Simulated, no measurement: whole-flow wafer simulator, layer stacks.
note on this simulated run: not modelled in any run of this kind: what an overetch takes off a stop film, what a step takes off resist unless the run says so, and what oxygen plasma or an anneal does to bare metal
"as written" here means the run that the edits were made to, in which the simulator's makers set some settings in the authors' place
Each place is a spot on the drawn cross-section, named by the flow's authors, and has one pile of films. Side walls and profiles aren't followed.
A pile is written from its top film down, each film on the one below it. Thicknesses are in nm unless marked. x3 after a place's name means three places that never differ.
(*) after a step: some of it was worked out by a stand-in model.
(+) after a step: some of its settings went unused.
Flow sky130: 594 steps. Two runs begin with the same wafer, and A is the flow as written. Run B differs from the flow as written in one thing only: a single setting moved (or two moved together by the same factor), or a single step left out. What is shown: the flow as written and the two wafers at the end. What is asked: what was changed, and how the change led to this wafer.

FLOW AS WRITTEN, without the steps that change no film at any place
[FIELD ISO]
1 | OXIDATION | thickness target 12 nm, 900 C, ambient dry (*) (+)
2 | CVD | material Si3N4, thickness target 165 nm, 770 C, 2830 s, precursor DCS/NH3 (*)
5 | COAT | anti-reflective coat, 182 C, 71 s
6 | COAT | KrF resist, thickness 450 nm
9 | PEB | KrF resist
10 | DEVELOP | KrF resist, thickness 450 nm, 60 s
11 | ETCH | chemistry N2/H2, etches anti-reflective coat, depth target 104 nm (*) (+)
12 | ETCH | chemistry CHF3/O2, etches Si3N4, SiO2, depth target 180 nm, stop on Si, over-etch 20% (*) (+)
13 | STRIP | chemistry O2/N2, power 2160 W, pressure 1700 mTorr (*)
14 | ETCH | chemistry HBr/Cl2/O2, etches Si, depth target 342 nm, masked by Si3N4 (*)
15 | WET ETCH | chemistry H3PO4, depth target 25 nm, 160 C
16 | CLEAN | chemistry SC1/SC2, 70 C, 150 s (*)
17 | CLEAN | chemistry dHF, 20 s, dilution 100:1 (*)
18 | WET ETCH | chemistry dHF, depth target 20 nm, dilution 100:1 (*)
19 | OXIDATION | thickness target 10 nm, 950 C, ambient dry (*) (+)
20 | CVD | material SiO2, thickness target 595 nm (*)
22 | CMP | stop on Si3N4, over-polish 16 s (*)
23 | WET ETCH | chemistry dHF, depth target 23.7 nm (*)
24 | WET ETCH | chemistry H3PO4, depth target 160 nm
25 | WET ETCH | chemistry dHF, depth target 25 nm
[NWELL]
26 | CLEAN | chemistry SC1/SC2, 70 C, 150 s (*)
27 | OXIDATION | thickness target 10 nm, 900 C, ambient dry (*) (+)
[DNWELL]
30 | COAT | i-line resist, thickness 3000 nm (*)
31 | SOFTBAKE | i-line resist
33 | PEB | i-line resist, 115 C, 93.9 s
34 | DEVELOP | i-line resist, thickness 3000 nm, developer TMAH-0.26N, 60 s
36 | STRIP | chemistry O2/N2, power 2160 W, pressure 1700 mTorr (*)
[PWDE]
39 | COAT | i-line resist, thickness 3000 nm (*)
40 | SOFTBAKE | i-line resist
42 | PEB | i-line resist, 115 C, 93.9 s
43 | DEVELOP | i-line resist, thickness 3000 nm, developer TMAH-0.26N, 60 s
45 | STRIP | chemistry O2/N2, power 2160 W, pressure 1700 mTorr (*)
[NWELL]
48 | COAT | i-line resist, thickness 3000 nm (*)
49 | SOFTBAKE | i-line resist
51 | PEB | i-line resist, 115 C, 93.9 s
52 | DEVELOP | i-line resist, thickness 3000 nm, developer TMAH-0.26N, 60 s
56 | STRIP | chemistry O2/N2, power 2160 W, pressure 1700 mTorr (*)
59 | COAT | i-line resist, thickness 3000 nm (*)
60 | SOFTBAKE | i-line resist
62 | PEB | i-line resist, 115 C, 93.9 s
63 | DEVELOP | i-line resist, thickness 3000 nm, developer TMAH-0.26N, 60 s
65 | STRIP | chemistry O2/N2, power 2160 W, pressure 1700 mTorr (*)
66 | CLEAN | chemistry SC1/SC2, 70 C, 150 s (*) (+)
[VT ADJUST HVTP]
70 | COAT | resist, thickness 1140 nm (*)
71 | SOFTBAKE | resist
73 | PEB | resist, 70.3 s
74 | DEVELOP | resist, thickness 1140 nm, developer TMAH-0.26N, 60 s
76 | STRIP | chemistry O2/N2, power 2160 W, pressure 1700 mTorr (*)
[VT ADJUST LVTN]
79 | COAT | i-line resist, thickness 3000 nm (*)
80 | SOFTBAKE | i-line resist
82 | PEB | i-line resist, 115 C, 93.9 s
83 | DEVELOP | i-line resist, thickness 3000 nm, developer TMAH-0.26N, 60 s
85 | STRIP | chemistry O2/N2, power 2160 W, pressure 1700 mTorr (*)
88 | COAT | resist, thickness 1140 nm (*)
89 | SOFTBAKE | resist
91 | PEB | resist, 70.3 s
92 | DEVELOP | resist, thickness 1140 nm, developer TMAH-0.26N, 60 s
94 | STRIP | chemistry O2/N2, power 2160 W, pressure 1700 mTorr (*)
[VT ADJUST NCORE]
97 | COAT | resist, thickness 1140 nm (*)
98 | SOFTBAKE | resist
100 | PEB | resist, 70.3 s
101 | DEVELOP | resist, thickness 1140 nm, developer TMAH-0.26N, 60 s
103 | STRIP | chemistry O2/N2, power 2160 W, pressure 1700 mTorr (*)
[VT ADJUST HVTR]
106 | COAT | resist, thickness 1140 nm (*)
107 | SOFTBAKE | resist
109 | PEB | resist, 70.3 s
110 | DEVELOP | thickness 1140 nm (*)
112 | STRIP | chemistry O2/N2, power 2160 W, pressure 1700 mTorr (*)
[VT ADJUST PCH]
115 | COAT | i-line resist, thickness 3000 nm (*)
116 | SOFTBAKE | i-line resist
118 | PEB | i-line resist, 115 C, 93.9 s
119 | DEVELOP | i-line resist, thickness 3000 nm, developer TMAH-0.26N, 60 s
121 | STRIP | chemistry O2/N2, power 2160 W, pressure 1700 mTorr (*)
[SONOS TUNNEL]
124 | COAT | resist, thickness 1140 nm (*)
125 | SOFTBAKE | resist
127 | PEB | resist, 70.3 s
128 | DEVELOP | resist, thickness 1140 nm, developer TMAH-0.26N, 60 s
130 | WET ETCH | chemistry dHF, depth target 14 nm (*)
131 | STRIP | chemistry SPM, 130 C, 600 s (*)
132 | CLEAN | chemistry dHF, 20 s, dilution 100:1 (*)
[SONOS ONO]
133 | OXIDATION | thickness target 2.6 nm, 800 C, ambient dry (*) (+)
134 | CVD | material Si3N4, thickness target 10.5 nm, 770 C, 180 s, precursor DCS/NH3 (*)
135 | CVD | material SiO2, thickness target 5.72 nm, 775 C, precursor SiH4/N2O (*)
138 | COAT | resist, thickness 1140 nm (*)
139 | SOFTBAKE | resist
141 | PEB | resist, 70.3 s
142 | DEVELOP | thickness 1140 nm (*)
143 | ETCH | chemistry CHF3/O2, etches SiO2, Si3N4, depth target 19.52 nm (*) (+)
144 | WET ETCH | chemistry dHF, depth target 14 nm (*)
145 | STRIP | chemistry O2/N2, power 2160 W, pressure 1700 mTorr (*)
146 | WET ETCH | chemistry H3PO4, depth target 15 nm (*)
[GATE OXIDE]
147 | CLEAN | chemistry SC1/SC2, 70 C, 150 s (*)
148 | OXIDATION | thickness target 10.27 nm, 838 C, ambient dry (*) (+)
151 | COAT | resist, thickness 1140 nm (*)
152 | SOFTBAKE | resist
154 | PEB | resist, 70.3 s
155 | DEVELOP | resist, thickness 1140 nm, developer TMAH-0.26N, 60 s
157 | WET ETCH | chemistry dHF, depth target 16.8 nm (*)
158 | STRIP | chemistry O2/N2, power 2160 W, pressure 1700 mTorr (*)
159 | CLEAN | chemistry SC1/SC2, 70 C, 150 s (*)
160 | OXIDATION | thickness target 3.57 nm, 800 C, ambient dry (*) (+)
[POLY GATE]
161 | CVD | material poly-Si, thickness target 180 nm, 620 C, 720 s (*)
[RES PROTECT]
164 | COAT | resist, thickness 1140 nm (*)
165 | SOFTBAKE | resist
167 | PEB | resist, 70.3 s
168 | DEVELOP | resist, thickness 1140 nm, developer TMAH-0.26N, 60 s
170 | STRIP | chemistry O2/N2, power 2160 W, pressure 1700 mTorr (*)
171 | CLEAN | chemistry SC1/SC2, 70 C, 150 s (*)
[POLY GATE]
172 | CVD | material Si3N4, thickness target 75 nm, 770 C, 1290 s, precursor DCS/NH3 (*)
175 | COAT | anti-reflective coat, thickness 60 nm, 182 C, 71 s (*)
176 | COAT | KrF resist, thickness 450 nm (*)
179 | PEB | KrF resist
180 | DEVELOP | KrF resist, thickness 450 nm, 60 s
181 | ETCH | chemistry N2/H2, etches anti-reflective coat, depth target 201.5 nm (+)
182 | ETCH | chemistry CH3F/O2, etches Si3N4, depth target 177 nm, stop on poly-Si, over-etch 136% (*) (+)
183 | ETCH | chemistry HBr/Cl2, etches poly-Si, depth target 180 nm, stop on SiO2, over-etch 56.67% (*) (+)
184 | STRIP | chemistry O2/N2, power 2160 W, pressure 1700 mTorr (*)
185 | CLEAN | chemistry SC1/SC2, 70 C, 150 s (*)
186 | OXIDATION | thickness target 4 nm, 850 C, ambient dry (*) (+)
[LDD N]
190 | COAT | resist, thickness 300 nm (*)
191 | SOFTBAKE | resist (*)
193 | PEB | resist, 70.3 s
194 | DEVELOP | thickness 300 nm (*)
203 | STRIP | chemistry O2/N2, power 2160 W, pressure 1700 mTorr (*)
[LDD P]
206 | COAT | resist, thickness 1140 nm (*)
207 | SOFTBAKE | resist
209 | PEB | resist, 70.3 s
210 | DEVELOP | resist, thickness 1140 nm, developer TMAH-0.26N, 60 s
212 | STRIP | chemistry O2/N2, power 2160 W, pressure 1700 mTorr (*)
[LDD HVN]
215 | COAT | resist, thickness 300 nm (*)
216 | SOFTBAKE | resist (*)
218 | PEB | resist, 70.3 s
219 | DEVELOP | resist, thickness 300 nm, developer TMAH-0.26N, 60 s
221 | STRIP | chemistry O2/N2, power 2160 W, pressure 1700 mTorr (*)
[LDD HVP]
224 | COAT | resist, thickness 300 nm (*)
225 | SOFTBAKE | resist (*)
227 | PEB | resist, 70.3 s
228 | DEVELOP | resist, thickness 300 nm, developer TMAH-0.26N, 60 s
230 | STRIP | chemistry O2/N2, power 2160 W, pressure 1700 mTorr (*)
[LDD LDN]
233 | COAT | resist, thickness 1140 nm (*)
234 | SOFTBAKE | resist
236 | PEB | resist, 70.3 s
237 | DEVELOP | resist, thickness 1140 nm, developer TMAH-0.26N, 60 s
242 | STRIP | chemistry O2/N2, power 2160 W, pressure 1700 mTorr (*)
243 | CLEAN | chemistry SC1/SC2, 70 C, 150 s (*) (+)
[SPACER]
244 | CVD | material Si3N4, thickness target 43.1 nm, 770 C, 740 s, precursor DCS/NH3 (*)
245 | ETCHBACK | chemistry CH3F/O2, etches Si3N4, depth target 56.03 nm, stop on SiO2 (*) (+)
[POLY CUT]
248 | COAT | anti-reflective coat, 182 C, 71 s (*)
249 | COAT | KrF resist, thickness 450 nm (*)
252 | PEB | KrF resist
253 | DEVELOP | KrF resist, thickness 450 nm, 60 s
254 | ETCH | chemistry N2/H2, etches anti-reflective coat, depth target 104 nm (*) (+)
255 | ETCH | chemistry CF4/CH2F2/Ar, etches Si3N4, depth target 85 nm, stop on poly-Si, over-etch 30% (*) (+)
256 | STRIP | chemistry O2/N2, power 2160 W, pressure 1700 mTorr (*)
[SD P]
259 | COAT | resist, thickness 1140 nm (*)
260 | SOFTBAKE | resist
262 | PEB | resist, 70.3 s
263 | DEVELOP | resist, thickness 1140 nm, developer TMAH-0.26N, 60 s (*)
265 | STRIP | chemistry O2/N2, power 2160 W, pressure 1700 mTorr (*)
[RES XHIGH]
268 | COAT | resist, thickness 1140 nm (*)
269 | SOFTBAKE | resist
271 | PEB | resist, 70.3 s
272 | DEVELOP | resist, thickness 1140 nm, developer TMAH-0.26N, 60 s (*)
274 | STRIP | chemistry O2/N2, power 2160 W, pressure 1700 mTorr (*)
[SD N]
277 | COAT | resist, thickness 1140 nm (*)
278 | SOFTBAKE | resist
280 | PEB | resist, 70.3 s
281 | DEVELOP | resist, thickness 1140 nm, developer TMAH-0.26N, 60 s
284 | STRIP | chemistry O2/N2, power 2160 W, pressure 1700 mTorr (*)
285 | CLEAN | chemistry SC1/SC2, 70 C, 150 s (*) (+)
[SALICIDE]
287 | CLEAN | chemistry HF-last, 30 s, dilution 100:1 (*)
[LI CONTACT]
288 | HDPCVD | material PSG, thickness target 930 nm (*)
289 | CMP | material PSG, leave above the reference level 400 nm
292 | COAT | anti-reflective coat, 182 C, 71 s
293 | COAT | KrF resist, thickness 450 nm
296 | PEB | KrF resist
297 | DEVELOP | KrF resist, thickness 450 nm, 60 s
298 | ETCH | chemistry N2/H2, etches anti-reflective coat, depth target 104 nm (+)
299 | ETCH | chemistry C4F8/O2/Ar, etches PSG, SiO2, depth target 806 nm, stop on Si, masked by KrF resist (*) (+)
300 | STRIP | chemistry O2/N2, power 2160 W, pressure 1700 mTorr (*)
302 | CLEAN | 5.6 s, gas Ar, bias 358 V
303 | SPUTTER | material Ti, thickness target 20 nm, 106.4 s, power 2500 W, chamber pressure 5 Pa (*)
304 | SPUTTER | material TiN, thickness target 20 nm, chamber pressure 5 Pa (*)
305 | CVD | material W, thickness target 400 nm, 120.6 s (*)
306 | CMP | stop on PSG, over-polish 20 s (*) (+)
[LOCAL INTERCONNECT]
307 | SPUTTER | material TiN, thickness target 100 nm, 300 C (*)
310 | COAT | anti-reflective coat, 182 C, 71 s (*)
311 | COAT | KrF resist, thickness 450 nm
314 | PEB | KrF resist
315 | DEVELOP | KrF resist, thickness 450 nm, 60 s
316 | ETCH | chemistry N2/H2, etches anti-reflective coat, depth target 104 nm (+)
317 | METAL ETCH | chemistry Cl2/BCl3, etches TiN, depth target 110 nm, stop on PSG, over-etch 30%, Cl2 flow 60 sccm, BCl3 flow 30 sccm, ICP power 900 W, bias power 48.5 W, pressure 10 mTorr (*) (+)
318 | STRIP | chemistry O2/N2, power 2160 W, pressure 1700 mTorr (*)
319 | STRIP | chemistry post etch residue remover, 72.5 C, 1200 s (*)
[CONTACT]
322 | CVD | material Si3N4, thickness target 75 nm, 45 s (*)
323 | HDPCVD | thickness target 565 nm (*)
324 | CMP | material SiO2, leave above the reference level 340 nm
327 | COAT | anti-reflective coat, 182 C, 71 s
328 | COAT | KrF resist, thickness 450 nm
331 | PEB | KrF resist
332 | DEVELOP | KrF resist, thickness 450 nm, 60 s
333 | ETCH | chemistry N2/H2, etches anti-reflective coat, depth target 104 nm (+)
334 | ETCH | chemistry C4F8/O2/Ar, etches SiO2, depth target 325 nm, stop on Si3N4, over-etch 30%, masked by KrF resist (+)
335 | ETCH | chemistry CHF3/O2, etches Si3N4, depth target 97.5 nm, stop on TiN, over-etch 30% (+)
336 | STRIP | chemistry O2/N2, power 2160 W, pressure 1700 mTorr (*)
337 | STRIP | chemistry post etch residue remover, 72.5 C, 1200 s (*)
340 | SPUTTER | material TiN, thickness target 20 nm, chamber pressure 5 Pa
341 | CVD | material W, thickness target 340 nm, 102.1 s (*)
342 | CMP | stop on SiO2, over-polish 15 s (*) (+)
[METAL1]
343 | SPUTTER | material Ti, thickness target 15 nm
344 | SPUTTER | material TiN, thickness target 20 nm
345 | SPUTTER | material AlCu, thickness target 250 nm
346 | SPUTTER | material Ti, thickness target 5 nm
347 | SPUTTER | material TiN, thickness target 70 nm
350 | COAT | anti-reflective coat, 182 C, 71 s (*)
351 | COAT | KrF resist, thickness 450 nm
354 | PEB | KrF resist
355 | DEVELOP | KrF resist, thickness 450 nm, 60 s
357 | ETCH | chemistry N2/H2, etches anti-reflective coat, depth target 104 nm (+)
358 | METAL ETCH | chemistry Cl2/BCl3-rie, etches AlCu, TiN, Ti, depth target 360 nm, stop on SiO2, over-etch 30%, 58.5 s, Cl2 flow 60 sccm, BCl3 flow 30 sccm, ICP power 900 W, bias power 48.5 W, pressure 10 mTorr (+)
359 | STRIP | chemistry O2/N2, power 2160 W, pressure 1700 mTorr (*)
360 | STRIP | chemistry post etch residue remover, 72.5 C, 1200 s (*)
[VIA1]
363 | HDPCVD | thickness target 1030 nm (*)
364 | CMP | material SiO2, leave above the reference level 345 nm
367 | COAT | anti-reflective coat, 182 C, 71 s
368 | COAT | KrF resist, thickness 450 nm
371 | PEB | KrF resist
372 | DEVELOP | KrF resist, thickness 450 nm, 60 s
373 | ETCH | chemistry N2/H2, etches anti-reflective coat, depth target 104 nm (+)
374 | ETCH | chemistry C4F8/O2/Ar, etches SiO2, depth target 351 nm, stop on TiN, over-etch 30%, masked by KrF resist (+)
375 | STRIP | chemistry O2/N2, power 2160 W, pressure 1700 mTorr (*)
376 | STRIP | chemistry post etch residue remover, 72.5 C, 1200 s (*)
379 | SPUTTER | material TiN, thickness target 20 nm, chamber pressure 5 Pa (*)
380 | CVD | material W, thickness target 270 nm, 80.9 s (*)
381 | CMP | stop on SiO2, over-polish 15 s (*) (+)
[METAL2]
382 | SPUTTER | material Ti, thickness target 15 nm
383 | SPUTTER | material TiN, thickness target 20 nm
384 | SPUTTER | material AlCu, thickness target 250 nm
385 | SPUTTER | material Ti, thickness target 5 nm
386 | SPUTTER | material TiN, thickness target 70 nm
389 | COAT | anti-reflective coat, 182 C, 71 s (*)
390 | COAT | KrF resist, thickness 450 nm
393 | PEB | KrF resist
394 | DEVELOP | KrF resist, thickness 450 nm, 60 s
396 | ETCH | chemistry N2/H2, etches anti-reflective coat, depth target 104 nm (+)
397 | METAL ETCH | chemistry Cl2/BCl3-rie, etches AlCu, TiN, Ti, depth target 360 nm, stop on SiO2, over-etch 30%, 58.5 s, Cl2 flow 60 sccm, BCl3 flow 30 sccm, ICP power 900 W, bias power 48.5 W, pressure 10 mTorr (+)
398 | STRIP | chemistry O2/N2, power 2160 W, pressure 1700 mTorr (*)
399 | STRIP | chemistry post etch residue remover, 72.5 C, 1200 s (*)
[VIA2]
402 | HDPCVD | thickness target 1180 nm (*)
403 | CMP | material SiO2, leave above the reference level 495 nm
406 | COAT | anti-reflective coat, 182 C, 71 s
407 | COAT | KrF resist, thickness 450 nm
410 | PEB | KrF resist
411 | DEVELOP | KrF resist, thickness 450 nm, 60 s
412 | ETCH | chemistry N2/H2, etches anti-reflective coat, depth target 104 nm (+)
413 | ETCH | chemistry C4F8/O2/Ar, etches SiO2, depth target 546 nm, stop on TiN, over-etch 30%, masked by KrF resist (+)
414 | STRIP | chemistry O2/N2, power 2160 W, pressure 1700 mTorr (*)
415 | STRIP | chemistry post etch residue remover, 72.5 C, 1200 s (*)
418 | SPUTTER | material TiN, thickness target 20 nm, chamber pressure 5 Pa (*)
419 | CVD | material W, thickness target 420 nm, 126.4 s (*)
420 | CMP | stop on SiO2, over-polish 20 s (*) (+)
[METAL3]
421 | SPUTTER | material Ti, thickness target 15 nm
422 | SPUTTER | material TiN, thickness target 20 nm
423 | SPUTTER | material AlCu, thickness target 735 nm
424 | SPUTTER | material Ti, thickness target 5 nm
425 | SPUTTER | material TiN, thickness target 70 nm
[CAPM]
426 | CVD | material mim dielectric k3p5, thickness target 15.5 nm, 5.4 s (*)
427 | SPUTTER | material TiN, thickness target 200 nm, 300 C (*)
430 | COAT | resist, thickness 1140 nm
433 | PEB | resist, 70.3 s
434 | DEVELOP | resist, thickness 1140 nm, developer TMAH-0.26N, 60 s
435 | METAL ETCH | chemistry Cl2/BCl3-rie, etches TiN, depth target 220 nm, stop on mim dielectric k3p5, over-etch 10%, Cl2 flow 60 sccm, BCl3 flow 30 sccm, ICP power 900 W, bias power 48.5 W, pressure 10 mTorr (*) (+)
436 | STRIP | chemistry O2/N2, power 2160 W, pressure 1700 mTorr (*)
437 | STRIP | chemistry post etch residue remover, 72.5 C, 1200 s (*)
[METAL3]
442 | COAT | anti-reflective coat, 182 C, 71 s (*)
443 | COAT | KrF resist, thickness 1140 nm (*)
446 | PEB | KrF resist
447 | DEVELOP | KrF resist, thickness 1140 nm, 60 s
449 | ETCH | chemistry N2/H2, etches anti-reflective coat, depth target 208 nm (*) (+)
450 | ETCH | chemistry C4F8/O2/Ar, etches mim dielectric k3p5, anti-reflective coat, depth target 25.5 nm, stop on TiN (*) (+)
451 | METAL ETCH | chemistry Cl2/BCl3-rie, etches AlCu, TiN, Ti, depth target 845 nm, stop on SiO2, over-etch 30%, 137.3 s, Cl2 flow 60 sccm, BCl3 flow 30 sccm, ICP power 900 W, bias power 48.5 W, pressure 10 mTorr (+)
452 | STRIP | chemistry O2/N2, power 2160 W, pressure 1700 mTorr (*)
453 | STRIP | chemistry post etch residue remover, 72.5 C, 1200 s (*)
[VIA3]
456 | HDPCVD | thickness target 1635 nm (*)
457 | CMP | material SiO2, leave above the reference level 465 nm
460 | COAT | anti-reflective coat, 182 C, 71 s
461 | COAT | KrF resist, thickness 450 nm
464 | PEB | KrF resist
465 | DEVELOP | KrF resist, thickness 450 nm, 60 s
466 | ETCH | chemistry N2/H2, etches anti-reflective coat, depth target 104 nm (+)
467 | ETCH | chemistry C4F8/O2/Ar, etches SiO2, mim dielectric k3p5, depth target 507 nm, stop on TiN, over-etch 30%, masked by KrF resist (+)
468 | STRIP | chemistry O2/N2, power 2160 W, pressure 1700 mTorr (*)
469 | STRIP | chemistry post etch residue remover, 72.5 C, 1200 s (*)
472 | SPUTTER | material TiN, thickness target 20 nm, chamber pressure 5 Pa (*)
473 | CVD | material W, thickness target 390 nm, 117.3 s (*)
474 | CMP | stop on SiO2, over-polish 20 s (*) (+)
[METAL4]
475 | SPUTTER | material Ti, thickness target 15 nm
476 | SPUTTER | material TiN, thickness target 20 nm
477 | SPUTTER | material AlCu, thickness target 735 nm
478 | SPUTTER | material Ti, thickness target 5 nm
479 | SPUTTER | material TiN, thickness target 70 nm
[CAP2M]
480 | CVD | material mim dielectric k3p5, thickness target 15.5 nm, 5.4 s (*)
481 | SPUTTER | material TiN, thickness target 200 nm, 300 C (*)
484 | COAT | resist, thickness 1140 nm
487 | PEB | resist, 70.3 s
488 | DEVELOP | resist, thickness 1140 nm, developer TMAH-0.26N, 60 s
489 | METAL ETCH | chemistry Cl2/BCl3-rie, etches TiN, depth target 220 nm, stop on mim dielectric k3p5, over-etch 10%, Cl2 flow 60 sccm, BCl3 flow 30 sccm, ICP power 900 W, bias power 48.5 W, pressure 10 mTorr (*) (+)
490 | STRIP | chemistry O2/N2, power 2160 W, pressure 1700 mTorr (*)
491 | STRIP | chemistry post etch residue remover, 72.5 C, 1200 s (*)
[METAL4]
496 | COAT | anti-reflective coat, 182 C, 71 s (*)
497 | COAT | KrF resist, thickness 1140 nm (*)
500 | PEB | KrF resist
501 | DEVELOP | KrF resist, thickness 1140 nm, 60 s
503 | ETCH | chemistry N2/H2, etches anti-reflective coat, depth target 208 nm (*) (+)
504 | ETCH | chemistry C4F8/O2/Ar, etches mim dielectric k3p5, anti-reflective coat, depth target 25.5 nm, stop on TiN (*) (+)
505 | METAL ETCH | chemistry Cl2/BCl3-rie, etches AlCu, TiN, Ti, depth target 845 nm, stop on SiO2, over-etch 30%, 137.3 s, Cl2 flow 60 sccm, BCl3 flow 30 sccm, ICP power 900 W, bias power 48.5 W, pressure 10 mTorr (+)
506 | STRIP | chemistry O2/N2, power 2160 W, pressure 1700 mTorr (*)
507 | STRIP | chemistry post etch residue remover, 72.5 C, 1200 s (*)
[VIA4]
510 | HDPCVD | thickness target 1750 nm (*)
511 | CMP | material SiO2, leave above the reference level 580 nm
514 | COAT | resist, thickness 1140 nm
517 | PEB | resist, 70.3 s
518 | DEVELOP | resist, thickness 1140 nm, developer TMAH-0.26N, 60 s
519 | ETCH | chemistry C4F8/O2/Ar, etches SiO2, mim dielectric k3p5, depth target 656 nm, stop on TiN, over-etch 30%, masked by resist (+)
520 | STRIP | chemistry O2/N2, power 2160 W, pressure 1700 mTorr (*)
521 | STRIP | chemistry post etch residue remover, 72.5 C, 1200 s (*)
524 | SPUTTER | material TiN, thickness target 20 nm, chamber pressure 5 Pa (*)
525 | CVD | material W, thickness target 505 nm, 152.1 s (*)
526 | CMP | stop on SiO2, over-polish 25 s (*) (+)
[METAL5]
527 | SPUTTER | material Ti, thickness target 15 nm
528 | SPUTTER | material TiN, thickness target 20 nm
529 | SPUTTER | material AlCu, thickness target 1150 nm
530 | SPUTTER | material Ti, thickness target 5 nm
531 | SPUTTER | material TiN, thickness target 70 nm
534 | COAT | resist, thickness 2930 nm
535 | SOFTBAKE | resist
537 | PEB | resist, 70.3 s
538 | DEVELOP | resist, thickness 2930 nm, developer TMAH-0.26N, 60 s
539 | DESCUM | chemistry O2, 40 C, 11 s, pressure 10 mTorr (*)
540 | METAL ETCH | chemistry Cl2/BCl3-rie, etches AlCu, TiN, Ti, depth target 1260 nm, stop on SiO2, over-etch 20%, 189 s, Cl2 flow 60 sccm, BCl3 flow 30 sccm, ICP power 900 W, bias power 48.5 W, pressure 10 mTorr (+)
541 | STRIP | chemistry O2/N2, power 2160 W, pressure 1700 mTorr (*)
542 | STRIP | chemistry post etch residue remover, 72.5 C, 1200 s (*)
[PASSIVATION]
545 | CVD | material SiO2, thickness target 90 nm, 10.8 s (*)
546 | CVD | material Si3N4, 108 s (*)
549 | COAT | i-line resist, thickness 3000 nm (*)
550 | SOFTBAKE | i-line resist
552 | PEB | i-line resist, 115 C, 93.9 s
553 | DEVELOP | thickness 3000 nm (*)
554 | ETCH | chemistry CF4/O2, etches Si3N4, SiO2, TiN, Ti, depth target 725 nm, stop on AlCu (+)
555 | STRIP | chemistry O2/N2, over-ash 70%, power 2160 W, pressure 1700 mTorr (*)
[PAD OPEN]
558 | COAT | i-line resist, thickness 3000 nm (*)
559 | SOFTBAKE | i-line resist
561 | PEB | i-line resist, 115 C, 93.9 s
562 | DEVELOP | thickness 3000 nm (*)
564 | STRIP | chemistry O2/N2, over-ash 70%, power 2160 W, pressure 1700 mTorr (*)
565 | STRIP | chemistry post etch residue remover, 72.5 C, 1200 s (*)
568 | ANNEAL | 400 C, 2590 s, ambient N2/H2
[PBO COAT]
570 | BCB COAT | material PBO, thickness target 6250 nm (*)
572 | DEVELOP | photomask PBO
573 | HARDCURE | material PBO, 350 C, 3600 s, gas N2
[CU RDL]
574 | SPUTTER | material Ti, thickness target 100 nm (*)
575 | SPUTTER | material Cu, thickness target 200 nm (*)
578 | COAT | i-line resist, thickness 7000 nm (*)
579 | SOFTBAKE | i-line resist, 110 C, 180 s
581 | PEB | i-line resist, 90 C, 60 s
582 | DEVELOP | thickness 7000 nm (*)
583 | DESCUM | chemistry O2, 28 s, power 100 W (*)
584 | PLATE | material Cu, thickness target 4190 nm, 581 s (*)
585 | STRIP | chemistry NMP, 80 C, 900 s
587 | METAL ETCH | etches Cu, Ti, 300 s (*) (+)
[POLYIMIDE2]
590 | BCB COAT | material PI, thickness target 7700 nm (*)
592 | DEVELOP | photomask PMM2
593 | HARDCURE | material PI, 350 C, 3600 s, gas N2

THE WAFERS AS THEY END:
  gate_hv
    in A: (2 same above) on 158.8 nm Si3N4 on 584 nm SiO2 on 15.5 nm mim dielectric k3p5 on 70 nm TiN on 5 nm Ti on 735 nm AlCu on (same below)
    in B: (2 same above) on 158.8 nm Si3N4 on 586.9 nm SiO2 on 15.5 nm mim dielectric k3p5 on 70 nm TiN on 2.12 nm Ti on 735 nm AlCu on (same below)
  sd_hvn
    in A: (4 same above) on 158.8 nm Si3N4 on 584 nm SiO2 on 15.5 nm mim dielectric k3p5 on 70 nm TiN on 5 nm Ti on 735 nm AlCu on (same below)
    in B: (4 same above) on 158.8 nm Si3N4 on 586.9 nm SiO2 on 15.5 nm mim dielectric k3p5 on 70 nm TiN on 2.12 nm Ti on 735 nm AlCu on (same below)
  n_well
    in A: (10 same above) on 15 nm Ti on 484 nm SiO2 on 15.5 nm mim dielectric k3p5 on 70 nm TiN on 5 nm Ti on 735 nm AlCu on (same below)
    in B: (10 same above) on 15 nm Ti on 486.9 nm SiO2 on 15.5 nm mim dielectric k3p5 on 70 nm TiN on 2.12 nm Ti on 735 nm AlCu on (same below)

What caused this: step 478, SPUTTER: thickness target 2.12 nm was run, though the flow has thickness target 5 nm.
The wafer lets one read it off: gate_hv has Ti 2.12, and step 478 as written asks for 5 nm.

Step by step, how the change led to this:
  478 | SPUTTER | material Ti, thickness target 5 nm
      field, active, n_well and 189 more: A Ti gains 5 (new film) | B Ti gains 2.12 (new film)
  505 | METAL ETCH | chemistry Cl2/BCl3-rie, etches AlCu, TiN, Ti, depth target 845 nm, stop on SiO2, over-etch 30%, 137.3 s, Cl2 flow 60 sccm, BCl3 flow 30 sccm, ICP power 900 W, bias power 48.5 W, pressure 10 mTorr (+)
      field, gate, spacer and 68 more: A TiN loses 70 (all of it), Ti loses 5 (all of it), AlCu loses 735 (all of it), TiN loses 20 (all of it), Ti loses 15 (all of it), SiO2 loses 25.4 | B TiN loses 70 (all of it), Ti loses 2.12 (all of it), AlCu loses 735 (all of it), TiN loses 20 (all of it), Ti loses 15 (all of it), SiO2 loses 25.6
      active, vpp_iso1, mim_edge_plate and 14 more: A TiN loses 70 (all of it), Ti loses 5 (all of it), AlCu loses 735 (all of it), TiN loses 20 (all of it), Ti loses 15 (all of it), SiO2 loses 25.3 | B TiN loses 70 (all of it), Ti loses 2.12 (all of it), AlCu loses 735 (all of it), TiN loses 20 (all of it), Ti loses 15 (all of it), SiO2 loses 25.6
